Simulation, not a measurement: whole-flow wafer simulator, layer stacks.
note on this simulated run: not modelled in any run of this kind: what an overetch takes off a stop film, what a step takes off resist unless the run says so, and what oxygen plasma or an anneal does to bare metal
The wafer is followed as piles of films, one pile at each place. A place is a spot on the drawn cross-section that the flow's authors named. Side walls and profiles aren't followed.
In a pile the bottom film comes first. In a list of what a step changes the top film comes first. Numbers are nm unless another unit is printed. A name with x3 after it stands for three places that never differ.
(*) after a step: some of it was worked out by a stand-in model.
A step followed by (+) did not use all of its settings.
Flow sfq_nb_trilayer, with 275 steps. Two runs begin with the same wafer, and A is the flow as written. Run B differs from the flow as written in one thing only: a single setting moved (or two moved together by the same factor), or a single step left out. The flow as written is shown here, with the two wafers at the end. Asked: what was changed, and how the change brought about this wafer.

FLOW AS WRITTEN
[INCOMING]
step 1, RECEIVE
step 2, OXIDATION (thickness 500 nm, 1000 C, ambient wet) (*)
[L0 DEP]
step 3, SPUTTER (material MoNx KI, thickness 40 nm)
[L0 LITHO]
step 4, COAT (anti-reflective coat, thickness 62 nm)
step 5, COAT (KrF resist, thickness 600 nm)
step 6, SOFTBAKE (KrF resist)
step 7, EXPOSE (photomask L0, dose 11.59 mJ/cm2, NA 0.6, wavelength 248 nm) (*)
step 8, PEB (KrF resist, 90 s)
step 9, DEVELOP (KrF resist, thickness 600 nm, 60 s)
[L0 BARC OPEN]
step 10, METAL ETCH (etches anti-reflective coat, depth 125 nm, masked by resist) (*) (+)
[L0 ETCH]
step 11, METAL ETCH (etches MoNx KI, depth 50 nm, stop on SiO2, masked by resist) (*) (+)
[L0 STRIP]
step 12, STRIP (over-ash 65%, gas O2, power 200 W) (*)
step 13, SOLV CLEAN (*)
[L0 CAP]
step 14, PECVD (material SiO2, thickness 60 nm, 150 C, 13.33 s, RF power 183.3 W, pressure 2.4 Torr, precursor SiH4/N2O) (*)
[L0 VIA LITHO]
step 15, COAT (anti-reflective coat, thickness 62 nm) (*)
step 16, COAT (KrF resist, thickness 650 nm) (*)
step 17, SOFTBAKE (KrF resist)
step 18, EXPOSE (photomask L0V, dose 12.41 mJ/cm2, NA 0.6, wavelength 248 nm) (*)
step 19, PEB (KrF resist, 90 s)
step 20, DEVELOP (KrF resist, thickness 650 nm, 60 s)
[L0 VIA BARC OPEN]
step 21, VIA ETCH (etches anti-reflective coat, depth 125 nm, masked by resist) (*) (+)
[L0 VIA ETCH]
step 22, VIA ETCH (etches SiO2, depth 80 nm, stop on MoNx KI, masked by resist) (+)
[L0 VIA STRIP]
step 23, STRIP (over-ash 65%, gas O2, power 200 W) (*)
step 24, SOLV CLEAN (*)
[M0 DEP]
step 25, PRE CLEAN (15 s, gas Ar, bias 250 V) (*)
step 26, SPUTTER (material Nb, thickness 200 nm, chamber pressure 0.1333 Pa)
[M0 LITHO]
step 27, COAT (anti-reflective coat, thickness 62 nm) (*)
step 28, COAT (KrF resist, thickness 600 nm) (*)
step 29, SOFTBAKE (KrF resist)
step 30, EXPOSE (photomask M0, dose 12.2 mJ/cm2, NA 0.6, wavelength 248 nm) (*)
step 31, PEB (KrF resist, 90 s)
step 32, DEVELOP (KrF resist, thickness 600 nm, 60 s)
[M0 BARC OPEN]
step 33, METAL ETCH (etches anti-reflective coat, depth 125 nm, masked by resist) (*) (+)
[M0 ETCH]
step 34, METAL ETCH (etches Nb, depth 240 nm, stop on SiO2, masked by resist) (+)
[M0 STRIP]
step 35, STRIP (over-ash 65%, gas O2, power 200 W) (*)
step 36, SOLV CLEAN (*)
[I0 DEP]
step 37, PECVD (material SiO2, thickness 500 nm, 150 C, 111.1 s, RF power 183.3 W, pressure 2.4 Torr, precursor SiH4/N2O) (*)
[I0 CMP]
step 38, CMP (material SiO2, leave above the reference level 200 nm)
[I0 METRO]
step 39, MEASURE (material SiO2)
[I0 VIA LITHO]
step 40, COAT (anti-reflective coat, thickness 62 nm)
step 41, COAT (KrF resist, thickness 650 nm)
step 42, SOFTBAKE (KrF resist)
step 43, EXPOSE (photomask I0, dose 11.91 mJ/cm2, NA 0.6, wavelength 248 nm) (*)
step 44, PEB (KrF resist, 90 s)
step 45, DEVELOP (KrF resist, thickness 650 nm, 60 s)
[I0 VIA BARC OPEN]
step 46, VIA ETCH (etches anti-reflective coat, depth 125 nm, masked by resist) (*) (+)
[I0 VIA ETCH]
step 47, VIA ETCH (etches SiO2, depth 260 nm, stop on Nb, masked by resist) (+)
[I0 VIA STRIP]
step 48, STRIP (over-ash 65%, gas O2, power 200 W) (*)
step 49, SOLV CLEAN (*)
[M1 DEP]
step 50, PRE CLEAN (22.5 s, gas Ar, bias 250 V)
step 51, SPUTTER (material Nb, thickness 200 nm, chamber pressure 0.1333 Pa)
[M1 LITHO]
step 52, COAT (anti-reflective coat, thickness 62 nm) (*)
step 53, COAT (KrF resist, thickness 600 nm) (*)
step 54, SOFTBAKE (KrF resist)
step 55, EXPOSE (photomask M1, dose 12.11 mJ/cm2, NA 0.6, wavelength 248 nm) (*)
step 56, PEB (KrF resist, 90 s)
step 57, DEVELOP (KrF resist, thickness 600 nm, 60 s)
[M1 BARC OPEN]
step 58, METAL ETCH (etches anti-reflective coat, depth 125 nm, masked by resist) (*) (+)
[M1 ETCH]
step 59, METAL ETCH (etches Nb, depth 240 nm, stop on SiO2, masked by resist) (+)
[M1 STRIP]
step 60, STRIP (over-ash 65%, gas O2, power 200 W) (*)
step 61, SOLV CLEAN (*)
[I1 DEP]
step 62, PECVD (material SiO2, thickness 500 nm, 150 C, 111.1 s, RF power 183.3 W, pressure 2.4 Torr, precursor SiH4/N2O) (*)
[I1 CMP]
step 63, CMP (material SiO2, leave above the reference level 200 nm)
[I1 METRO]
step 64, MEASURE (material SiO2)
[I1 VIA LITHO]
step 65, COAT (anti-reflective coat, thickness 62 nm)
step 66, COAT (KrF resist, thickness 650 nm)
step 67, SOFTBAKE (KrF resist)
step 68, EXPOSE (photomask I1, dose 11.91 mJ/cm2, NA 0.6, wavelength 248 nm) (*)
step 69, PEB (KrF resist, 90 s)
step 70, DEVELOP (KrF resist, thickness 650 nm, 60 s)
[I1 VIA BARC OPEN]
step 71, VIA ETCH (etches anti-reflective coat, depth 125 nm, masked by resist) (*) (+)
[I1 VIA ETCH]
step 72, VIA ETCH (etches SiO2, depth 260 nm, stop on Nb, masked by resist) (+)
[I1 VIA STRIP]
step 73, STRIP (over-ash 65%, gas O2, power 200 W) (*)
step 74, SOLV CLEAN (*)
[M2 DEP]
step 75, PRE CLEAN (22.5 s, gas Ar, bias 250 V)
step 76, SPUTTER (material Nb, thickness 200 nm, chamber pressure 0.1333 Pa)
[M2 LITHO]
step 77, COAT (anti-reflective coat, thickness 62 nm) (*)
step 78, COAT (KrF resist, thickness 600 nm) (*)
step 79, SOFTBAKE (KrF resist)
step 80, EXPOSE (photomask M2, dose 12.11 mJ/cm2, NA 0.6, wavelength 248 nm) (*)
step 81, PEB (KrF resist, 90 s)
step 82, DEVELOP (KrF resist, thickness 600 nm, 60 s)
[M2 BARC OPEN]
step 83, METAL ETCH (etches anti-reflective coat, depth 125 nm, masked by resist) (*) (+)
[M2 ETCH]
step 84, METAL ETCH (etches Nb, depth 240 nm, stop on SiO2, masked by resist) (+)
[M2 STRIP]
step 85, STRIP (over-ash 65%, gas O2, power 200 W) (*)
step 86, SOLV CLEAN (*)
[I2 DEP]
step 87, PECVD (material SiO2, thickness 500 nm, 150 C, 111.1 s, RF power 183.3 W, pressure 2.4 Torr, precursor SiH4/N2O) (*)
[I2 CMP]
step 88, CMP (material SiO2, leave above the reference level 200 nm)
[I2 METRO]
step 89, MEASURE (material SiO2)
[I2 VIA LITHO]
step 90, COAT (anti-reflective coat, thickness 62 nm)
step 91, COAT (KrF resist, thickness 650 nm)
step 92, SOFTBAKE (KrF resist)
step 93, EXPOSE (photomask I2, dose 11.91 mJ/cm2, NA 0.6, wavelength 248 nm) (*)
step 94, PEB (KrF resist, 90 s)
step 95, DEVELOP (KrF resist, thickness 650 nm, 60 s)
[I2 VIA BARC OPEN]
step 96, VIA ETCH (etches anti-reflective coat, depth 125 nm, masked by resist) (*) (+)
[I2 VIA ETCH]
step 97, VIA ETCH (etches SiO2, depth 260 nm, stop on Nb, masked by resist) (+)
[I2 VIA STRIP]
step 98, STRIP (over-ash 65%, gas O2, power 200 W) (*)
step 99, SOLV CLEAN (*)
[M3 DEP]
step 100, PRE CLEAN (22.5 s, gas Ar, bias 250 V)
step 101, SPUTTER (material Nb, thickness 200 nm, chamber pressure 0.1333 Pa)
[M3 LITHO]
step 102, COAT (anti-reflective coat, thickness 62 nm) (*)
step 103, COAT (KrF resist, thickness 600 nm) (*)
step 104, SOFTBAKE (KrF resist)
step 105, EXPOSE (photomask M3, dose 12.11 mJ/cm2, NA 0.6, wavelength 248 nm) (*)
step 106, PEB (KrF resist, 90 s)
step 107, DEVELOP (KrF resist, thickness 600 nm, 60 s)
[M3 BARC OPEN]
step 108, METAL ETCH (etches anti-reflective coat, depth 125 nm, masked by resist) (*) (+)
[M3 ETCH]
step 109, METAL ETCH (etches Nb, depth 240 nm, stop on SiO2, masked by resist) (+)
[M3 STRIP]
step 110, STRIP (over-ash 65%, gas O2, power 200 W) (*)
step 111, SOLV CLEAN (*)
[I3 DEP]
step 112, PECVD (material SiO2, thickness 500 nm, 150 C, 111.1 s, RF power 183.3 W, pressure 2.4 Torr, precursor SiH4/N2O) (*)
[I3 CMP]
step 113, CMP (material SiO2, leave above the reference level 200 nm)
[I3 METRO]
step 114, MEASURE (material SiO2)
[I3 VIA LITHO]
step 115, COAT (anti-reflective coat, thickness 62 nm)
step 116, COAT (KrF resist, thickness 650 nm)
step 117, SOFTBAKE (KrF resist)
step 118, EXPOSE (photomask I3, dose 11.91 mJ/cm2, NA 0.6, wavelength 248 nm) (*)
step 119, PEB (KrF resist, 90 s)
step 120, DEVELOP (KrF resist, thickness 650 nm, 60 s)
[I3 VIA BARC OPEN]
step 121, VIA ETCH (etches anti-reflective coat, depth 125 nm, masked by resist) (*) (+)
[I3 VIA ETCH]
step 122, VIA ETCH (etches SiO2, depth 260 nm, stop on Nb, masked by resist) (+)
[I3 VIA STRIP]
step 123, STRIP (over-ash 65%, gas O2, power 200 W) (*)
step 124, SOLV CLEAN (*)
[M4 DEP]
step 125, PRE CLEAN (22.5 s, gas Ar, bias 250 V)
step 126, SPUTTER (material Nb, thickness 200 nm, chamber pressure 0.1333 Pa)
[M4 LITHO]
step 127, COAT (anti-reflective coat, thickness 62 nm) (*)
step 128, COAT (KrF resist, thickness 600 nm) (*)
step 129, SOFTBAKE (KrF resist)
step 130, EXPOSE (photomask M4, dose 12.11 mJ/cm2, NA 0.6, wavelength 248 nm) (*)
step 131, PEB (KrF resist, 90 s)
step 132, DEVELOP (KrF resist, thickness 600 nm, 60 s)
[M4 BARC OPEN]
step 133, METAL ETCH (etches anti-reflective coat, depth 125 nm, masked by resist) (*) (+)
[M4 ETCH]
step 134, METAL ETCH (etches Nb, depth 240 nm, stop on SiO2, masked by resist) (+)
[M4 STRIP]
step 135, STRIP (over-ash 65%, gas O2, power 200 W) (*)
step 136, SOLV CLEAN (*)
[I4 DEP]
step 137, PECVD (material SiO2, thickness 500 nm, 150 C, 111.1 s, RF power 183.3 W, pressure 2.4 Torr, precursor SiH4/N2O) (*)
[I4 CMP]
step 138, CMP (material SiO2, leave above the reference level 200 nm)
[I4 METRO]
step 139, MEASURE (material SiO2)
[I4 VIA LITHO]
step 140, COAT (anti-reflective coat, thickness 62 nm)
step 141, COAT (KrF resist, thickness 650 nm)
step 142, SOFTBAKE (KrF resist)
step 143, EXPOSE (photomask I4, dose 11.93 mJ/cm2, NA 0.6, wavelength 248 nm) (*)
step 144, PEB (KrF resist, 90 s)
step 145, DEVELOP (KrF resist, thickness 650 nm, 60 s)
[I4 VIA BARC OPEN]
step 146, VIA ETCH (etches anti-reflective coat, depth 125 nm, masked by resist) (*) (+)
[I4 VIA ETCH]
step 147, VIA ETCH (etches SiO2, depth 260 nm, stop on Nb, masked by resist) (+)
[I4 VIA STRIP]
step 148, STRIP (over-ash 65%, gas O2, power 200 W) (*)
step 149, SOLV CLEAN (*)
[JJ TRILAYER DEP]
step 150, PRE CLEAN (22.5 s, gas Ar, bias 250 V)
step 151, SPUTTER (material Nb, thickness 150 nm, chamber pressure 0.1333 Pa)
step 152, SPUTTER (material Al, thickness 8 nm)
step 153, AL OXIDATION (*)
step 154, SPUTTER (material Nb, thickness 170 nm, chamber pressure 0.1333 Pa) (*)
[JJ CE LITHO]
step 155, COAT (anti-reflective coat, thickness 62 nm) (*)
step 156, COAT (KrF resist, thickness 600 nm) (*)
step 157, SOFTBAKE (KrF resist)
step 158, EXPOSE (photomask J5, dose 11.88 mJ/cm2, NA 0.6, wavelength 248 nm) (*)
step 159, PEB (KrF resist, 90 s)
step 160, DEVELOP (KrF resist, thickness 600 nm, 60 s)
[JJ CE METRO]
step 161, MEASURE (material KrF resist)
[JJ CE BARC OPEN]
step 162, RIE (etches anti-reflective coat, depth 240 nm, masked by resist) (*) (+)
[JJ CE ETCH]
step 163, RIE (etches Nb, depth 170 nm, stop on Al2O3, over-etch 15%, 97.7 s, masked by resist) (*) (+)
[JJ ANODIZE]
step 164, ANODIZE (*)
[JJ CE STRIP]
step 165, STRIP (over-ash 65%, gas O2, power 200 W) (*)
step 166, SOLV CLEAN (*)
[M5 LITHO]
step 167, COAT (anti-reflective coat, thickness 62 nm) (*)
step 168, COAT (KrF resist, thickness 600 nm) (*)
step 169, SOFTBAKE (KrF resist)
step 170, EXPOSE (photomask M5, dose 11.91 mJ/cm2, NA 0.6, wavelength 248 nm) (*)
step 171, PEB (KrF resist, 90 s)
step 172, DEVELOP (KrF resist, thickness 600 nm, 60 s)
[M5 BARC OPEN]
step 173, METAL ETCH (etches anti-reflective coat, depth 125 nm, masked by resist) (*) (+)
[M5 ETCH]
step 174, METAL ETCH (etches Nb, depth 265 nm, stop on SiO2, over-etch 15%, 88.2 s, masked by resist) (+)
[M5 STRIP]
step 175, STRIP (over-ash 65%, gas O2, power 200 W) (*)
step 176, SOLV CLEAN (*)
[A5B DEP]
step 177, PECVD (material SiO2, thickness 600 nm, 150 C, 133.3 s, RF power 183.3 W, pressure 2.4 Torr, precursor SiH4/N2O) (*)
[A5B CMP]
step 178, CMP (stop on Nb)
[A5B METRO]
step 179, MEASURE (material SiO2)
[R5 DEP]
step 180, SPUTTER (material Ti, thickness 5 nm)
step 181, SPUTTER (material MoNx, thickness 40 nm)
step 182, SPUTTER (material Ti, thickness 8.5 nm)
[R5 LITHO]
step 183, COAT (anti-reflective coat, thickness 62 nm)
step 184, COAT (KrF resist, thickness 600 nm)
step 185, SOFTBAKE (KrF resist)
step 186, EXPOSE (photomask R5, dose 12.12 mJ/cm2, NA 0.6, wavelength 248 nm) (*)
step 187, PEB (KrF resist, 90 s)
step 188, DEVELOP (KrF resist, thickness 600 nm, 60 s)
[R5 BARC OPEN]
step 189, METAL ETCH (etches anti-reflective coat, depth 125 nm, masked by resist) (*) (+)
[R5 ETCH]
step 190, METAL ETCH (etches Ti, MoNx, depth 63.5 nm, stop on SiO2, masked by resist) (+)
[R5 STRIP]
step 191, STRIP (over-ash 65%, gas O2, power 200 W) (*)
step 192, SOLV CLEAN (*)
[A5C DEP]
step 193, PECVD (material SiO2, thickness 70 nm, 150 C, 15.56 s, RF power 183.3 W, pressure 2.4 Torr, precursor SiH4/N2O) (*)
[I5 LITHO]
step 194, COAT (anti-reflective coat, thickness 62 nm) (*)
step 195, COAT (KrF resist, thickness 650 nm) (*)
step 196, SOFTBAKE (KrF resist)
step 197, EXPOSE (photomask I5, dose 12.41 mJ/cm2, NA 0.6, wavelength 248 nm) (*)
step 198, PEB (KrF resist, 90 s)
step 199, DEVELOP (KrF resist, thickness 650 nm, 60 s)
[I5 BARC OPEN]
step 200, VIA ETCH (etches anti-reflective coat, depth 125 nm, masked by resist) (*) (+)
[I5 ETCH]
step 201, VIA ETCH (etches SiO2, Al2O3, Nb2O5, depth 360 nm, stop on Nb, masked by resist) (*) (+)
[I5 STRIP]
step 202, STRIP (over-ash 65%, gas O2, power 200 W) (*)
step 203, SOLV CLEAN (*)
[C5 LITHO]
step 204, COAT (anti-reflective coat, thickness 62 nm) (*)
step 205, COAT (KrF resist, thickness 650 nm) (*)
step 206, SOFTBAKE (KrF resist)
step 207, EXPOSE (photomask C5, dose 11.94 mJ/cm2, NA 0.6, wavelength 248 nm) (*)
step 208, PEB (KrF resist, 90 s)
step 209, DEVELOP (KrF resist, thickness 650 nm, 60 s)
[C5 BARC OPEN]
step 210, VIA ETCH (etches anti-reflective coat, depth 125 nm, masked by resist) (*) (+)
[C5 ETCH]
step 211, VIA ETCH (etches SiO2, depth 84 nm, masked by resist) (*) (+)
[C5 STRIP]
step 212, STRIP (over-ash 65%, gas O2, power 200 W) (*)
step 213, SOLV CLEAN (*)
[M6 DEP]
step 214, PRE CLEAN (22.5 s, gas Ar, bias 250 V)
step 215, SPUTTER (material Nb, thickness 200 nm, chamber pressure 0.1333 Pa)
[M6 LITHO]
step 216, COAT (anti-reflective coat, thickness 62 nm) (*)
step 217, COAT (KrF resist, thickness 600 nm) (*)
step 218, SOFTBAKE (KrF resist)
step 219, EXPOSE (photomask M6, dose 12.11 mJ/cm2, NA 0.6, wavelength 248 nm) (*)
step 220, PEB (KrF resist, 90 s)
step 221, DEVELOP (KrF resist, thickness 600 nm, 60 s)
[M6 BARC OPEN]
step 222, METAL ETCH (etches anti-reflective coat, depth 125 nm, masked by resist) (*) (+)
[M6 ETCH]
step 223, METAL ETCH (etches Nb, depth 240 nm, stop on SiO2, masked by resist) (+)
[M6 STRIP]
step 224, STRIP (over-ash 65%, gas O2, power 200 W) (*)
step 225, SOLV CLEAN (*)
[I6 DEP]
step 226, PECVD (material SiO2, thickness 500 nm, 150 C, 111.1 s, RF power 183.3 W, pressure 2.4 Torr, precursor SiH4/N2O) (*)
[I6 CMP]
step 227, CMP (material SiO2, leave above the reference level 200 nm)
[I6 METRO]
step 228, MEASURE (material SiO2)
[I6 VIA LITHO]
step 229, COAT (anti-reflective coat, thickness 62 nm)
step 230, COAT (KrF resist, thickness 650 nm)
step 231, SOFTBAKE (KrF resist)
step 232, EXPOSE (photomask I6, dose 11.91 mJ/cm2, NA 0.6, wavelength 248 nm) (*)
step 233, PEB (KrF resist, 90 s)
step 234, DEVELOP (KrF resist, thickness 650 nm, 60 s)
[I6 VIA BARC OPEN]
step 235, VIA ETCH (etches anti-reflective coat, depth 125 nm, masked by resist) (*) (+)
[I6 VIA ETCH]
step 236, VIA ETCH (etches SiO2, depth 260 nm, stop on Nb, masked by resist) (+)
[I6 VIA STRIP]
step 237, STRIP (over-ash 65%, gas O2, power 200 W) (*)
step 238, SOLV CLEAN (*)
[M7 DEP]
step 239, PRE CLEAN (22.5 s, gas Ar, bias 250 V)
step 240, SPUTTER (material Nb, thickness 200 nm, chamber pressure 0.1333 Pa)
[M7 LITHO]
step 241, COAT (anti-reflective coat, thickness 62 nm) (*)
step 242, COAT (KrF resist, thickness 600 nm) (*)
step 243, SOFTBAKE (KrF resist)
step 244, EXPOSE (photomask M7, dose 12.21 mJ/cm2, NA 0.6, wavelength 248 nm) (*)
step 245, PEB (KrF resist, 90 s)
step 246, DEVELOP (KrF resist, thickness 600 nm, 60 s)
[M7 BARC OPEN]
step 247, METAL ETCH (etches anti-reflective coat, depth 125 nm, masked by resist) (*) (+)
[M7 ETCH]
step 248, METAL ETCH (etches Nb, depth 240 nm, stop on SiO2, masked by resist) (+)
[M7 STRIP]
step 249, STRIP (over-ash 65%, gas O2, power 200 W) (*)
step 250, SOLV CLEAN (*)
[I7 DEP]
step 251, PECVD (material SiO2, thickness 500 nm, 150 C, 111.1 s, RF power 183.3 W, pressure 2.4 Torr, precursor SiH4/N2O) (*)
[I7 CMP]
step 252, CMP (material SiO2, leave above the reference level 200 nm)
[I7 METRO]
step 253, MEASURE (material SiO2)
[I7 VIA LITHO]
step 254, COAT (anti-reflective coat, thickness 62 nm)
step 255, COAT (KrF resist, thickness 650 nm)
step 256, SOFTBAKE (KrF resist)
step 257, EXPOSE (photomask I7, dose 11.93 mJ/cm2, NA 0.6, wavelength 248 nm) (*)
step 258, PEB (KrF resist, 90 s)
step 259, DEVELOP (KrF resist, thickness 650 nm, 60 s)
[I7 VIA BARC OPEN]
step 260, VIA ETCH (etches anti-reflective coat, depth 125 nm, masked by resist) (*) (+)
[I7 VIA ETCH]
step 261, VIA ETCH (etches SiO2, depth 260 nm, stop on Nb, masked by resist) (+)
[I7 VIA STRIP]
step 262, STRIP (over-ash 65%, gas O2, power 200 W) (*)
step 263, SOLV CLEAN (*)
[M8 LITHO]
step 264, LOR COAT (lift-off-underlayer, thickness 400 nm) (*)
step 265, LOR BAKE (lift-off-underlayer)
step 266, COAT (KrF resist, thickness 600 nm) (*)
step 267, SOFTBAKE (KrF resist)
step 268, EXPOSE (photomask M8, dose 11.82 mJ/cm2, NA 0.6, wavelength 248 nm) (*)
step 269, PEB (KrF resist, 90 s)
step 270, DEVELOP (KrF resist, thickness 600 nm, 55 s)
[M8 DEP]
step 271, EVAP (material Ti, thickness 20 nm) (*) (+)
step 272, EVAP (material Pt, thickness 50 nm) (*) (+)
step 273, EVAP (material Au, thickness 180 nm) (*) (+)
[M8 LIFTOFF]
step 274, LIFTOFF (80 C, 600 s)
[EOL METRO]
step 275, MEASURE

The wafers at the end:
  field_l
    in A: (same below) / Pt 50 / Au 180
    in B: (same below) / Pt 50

What caused this: step 273, EVAP: material Au, thickness 180 nm (*) (+), was omitted.

The path from the change to this, step by step:
  step 274, LIFTOFF (80 C, 600 s)
      p4_fl, p4_fm, p4_w1 and 71 more: A -180 Au (all of it), -50 Pt (all of it), -20 Ti (all of it), -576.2 KrF resist (all of it), -400 lift-off-underlayer (all of it) | B -50 Pt (all of it), -20 Ti (all of it), -576.2 KrF resist (all of it), -400 lift-off-underlayer (all of it)
      c5j, ce_r: A -180 Au (all of it), -50 Pt (all of it), -20 Ti (all of it), -573.3 KrF resist (all of it), -399.3 lift-off-underlayer (all of it) | B -50 Pt (all of it), -20 Ti (all of it), -573.3 KrF resist (all of it), -399.3 lift-off-underlayer (all of it)
      (also at 19 further places)
